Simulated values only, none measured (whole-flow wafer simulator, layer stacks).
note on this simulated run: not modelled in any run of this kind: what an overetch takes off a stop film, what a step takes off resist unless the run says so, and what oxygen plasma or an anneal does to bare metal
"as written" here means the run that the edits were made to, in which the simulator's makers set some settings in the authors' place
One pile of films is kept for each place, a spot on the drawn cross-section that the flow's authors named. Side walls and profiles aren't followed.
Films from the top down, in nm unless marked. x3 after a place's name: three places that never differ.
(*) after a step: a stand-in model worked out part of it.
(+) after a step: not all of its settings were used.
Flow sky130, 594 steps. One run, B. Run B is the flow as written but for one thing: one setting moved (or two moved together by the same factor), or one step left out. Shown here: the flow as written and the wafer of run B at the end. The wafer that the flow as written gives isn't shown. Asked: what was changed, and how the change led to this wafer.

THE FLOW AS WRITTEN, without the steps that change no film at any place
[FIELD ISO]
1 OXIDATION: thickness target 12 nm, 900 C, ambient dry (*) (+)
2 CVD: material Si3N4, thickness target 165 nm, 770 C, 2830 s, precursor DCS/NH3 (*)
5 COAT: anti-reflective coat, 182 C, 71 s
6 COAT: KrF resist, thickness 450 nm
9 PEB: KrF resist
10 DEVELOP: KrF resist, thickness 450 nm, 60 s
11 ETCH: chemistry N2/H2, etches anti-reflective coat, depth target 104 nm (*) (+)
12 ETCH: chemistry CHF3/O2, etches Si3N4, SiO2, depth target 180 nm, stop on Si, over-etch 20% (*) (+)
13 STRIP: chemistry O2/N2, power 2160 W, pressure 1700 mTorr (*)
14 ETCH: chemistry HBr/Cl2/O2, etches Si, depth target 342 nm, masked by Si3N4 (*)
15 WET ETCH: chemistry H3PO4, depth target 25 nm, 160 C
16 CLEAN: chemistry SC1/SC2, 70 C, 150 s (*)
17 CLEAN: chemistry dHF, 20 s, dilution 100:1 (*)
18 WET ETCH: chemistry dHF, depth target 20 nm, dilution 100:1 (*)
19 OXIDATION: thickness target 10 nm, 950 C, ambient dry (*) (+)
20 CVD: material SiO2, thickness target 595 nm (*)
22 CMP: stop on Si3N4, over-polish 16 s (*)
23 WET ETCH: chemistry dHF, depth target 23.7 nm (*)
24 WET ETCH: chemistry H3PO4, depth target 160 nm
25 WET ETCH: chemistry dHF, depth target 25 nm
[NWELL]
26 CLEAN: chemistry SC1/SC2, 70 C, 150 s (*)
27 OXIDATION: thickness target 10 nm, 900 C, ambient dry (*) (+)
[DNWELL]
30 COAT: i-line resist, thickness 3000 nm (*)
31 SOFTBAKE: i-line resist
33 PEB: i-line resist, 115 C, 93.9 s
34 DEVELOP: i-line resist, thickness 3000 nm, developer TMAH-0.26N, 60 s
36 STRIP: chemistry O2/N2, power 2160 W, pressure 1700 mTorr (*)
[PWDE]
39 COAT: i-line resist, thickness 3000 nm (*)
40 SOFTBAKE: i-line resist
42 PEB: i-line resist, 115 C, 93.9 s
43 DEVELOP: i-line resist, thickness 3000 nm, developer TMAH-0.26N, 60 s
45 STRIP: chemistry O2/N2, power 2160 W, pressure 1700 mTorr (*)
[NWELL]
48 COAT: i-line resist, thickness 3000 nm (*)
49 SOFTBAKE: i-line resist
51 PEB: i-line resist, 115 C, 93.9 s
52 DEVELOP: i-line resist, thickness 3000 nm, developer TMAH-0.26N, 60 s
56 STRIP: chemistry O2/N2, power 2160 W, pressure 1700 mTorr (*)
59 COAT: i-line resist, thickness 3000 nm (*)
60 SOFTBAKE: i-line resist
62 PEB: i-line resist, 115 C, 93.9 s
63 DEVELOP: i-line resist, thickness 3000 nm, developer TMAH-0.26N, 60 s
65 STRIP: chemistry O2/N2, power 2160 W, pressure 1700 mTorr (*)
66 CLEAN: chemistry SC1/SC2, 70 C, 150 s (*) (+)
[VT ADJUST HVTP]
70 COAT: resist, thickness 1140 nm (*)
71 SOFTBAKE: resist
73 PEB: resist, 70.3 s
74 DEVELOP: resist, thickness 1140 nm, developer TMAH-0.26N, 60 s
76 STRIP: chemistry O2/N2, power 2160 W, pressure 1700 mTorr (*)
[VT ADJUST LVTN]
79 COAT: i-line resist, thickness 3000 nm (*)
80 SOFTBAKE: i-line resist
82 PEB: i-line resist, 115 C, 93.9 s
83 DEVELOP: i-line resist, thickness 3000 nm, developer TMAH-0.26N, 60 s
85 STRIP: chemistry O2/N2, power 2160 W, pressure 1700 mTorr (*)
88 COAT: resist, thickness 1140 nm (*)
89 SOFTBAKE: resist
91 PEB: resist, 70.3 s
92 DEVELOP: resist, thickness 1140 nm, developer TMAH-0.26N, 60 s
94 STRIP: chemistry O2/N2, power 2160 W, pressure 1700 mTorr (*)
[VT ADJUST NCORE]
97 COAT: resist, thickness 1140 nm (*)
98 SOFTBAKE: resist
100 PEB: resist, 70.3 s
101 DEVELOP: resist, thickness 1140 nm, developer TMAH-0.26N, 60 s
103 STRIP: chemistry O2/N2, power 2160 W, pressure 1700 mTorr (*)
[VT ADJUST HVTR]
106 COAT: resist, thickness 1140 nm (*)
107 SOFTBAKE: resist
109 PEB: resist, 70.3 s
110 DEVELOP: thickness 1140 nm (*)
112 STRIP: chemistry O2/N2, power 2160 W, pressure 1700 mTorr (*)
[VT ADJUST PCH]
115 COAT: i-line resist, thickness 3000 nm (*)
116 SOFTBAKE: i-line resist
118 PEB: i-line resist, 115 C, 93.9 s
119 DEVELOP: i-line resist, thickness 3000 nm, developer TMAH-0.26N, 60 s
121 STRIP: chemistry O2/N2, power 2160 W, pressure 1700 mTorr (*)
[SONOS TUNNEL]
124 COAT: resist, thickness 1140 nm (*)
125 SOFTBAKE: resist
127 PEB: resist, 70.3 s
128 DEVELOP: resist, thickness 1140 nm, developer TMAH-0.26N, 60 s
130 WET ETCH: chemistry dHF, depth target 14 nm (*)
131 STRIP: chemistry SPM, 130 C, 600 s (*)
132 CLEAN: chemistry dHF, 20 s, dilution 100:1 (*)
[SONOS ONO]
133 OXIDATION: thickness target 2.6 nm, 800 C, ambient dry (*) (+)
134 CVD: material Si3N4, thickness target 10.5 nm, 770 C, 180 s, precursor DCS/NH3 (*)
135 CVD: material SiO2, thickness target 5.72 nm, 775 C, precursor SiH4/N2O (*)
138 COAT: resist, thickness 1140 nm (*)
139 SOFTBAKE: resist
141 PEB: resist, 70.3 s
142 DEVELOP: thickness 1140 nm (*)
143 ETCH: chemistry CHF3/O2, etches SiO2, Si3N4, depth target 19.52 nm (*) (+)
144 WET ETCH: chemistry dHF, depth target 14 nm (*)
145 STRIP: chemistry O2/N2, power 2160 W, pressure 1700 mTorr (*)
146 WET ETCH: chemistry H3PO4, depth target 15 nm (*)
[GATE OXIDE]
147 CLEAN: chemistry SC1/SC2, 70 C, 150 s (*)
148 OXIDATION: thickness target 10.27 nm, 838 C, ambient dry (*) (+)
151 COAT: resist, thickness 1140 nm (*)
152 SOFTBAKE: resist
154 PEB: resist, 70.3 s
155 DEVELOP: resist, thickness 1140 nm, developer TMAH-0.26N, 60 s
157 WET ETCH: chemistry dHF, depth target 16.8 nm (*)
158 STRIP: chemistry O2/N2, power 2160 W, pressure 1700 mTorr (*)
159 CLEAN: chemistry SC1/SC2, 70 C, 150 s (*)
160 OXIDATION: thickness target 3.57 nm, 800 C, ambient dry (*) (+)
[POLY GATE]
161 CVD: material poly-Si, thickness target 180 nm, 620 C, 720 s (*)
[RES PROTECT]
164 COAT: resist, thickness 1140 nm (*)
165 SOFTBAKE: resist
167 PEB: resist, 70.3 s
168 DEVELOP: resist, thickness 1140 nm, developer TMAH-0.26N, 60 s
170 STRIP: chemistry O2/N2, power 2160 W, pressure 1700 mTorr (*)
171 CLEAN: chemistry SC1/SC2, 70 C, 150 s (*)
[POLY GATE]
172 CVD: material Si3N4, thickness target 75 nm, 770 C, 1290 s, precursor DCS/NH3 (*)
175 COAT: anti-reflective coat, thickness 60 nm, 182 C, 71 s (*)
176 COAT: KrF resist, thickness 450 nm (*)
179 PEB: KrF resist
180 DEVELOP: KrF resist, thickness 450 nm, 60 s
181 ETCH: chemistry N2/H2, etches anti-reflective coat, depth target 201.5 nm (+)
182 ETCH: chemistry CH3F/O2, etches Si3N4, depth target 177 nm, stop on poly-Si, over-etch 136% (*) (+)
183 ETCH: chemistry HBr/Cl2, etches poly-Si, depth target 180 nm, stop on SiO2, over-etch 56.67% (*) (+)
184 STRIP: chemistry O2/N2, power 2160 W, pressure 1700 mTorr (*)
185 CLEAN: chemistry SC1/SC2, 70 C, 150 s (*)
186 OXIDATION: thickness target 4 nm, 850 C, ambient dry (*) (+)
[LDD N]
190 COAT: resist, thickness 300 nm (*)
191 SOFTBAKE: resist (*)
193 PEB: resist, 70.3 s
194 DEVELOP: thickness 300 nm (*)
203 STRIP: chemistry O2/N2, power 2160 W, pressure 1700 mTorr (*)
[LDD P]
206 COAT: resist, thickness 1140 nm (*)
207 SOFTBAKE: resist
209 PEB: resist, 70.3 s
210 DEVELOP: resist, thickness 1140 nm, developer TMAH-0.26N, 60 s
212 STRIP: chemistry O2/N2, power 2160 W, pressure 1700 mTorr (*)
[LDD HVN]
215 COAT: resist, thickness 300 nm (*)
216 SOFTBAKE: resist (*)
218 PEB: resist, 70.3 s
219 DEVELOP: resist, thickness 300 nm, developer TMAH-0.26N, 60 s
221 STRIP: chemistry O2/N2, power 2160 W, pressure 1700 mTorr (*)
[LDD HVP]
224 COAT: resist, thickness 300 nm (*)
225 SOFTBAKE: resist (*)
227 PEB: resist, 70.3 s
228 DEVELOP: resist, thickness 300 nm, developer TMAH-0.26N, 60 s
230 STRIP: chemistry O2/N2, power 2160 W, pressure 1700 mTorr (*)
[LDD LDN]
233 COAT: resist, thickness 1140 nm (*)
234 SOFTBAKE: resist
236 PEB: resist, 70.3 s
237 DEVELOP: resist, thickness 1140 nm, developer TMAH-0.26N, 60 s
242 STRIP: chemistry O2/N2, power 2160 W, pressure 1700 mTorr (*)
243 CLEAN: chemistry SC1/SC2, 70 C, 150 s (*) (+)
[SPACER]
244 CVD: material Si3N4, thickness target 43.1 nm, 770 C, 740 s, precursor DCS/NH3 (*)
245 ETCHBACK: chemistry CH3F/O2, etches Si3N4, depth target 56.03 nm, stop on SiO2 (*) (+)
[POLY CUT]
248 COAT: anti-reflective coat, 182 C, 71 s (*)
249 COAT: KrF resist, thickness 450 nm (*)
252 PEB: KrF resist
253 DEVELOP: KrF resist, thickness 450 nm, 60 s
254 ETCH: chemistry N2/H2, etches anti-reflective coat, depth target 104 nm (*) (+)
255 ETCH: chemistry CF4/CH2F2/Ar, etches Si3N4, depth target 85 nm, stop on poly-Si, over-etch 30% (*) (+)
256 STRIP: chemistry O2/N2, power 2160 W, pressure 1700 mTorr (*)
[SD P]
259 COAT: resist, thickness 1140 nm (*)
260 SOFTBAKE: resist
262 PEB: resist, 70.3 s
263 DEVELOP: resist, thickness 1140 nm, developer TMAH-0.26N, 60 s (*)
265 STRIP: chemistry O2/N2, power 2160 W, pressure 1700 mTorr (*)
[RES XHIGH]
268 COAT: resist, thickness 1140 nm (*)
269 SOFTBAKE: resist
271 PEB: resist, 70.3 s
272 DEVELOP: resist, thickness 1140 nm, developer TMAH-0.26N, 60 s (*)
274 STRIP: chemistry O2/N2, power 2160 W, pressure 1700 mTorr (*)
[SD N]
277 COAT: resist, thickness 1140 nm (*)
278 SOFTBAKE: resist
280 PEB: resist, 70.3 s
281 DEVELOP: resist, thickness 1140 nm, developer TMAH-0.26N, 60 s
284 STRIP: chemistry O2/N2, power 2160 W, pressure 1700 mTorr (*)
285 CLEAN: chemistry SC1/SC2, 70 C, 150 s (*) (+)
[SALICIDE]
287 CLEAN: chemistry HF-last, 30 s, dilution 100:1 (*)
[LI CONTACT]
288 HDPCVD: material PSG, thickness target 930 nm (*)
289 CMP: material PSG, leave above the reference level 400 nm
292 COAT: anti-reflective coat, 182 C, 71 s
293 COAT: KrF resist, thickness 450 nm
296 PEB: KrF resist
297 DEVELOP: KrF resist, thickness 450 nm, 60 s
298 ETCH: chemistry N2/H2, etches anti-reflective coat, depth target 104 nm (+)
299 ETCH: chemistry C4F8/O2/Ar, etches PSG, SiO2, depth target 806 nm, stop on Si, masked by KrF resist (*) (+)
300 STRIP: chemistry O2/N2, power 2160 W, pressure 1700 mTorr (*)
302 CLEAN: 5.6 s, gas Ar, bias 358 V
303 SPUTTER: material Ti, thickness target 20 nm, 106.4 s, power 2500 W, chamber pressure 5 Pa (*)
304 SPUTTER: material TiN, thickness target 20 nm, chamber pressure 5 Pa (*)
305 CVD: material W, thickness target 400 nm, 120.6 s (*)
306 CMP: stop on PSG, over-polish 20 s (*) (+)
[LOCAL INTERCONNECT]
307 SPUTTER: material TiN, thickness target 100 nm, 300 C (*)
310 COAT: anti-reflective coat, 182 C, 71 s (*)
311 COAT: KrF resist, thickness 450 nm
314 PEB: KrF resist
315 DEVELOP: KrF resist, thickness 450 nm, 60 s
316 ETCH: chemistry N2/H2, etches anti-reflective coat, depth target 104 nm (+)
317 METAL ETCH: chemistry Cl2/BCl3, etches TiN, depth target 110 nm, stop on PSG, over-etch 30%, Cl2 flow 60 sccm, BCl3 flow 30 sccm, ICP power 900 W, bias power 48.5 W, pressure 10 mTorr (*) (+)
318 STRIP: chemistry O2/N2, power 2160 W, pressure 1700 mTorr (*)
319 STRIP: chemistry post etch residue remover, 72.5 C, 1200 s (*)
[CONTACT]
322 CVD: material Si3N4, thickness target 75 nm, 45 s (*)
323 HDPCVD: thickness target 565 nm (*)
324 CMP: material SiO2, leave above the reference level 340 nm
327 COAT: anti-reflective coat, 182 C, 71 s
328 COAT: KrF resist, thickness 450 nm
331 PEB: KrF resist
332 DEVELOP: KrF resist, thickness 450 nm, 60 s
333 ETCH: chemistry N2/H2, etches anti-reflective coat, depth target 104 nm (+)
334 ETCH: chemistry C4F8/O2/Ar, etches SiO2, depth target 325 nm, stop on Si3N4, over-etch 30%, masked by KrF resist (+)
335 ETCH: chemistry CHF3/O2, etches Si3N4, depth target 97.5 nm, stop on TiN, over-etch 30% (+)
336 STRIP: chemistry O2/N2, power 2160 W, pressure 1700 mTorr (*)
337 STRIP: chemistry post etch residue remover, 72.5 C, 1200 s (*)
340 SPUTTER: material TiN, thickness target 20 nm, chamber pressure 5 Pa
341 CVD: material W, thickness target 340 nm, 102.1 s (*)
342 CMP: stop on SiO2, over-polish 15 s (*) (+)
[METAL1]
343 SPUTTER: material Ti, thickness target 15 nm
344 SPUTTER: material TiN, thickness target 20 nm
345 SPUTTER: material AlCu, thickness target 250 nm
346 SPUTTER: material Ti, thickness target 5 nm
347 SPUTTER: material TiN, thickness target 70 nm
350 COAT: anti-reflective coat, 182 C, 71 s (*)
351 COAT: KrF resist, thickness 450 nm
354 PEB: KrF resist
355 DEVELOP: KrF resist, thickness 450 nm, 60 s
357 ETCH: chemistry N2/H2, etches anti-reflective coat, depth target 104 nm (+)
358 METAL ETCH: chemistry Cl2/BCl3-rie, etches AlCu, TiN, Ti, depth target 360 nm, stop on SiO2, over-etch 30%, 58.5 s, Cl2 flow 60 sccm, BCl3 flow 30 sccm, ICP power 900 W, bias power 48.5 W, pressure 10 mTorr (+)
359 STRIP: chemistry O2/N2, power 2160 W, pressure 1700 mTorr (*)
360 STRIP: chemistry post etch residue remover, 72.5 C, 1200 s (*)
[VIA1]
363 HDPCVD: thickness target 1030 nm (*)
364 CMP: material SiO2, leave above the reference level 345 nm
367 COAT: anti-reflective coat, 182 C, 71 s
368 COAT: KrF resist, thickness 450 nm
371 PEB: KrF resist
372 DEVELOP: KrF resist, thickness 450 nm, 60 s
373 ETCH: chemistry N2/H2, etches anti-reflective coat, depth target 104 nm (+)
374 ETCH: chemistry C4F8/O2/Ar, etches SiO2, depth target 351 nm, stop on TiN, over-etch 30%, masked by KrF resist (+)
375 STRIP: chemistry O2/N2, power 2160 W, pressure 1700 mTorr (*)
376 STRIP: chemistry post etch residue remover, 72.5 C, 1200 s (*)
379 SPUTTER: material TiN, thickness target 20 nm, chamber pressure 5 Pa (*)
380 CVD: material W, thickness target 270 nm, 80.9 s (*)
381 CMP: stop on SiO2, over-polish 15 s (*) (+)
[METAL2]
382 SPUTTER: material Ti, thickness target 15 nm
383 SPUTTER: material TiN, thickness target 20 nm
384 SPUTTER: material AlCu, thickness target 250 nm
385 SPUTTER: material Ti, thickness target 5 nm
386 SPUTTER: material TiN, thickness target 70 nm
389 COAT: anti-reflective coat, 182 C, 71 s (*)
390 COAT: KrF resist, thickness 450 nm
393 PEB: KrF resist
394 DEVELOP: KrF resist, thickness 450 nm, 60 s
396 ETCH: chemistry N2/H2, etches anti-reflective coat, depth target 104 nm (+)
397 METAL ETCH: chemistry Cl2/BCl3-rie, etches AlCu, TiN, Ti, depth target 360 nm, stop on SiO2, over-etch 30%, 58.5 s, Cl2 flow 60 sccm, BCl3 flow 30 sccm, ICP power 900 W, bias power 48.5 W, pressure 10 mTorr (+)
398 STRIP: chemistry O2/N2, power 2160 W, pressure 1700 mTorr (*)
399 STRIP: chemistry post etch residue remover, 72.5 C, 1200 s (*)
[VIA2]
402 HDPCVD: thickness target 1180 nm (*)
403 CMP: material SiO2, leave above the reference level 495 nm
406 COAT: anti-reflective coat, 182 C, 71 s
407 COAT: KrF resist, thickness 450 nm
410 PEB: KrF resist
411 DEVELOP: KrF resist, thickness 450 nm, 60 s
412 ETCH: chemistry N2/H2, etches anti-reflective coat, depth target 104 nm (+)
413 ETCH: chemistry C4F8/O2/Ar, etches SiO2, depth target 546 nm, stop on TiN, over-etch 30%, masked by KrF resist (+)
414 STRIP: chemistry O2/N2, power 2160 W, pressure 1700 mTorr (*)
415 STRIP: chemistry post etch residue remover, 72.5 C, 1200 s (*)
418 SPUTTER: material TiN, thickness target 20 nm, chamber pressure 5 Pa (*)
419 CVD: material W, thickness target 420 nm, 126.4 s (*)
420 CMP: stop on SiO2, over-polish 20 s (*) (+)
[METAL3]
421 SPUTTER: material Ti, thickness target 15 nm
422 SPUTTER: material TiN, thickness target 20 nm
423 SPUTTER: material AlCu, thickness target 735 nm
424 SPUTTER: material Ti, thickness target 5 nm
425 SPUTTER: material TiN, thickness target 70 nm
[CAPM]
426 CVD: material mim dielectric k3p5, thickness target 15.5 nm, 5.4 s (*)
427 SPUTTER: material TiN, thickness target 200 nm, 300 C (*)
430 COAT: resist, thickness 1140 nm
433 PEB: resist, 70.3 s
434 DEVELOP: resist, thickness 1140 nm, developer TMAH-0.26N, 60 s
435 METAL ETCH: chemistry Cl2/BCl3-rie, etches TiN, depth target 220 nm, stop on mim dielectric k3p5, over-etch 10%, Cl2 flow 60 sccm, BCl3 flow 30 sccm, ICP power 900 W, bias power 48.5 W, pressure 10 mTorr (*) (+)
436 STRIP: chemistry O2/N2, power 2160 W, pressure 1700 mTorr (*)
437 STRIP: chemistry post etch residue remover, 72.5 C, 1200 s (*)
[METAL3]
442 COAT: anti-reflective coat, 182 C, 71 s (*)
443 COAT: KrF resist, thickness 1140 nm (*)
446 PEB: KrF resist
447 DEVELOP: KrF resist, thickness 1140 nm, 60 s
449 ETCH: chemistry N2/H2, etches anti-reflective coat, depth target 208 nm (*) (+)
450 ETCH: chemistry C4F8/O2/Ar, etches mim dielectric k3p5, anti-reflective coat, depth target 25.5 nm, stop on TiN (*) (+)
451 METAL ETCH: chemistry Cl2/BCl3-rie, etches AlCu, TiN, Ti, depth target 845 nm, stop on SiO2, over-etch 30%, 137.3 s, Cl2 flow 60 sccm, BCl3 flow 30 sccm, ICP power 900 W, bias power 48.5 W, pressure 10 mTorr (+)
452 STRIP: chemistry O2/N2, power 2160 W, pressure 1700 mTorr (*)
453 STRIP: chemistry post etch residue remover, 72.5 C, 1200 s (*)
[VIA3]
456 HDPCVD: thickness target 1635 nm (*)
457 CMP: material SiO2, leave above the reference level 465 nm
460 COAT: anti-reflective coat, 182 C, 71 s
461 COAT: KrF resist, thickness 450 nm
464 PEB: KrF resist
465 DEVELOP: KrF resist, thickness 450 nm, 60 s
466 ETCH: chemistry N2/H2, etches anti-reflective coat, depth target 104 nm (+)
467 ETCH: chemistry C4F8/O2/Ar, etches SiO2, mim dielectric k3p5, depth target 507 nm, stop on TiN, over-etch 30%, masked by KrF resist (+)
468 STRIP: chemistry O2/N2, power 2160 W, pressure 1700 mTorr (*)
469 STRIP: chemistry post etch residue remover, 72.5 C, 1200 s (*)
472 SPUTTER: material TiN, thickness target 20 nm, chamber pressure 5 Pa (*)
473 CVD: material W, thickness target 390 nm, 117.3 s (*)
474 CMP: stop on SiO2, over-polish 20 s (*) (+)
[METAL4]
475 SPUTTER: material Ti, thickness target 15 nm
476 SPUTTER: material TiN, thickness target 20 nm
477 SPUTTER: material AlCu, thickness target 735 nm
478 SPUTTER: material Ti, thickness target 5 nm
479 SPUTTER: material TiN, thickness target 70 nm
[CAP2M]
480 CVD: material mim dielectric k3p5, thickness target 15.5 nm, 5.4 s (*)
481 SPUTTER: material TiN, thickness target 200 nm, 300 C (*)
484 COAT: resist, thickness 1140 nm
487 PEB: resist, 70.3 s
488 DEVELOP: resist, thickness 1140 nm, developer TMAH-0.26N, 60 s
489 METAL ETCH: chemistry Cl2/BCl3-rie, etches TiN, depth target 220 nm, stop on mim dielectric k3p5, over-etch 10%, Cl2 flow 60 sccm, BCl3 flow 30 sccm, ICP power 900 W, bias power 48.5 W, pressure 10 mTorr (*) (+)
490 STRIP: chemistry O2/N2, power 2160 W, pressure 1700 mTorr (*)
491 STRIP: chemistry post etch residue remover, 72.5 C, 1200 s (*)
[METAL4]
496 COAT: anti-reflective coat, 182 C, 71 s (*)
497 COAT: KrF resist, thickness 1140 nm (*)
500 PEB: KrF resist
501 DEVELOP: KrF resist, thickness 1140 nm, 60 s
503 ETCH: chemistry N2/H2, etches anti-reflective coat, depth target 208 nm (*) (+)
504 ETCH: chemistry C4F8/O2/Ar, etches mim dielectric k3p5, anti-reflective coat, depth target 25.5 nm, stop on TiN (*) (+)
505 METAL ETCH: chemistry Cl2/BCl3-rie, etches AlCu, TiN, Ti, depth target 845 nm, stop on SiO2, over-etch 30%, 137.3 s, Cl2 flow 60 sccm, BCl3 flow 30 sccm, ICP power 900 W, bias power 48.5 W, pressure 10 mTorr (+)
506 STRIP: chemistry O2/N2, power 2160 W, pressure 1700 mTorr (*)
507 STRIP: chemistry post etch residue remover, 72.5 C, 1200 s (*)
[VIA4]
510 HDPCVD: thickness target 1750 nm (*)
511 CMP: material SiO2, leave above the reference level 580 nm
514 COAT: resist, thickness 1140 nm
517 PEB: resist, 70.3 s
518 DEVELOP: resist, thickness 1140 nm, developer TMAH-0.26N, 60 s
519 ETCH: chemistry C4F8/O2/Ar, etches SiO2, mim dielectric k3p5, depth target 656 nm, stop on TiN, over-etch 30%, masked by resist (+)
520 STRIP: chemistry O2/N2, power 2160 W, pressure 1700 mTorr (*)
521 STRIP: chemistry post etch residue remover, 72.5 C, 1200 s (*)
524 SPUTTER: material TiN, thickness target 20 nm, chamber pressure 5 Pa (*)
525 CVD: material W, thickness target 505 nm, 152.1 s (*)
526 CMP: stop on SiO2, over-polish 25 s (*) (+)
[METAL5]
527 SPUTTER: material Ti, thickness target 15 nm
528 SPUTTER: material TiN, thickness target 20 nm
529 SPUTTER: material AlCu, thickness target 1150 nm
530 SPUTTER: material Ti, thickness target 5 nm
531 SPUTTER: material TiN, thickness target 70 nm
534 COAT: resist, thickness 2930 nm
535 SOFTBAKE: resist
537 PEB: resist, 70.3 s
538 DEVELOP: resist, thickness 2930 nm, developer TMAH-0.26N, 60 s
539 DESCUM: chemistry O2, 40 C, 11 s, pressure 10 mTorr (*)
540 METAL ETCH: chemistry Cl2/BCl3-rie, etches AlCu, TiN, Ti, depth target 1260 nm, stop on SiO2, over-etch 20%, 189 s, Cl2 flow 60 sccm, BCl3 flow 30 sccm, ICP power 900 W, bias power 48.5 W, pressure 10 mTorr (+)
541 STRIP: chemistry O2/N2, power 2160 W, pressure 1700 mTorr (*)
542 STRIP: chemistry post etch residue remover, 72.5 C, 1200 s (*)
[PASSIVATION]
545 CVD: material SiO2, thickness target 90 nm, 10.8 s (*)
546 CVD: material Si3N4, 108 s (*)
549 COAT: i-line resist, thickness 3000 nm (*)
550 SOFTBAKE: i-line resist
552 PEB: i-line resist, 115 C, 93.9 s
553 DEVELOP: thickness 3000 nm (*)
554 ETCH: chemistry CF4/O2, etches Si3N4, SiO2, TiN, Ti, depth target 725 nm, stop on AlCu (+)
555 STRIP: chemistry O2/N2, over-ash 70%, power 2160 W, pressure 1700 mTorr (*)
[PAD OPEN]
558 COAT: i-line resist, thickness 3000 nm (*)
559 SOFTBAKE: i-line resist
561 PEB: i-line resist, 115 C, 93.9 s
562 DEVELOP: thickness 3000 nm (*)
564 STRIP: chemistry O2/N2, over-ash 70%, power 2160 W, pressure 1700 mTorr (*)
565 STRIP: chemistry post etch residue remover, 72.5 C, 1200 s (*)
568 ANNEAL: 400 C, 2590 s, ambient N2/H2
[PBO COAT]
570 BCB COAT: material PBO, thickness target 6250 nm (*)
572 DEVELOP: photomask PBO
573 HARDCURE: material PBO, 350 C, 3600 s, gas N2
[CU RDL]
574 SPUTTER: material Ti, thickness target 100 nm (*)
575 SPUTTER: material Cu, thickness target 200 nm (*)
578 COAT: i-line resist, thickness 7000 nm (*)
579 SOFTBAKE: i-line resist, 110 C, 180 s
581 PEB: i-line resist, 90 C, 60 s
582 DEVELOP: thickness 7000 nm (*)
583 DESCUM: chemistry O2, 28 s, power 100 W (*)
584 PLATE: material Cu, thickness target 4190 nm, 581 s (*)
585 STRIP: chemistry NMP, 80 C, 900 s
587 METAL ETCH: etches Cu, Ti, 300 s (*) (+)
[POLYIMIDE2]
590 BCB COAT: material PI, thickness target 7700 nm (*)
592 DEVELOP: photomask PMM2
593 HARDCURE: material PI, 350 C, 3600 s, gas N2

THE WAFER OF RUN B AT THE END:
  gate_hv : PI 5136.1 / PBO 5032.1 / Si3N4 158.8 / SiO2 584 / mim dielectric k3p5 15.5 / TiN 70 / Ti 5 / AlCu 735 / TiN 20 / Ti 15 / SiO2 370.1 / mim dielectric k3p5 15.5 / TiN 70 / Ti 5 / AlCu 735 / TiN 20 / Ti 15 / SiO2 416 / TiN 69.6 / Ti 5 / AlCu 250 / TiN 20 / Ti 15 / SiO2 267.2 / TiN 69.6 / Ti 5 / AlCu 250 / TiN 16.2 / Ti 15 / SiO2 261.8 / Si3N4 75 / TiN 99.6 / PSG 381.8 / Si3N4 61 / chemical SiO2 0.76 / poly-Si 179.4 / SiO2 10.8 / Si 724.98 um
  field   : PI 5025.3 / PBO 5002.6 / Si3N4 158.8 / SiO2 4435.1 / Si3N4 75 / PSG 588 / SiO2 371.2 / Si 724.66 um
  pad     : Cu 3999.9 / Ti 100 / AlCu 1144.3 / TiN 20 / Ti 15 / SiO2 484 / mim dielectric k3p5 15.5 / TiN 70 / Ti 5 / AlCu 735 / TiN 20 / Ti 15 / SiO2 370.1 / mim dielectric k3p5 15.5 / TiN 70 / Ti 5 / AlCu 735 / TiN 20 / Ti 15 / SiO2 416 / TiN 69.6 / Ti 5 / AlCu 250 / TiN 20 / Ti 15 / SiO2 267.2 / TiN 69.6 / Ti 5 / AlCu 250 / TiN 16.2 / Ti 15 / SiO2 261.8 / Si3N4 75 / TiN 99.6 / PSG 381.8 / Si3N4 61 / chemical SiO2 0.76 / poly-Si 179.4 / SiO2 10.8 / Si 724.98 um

The cause: step 344, SPUTTER: thickness target 16.2 nm was run, where the flow has thickness target 20 nm.
It can be read off the wafer: gate_hv has TiN 16.2, and step 344 as written asks for 20 nm.

How the change led to this, step by step:
  344 SPUTTER: material TiN, thickness target 20 nm
      field, active, n_well and 188 more: TiN +16.2 (new film) (as written it would be: TiN +20 (new film))
  358 METAL ETCH: chemistry Cl2/BCl3-rie, etches AlCu, TiN, Ti, depth target 360 nm, stop on SiO2, over-etch 30%, 58.5 s, Cl2 flow 60 sccm, BCl3 flow 30 sccm, ICP power 900 W, bias power 48.5 W, pressure 10 mTorr (+)
      field, active, gate and 81 more: TiN -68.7 (all of it), Ti -5 (all of it), AlCu -250 (all of it), TiN -16.2 (all of it), Ti -15 (all of it), SiO2 -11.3 (as written it would be: TiN -68.7 (all of it), Ti -5 (all of it), AlCu -250 (all of it), TiN -20 (all of it), Ti -15 (all of it), SiO2 -10.9)
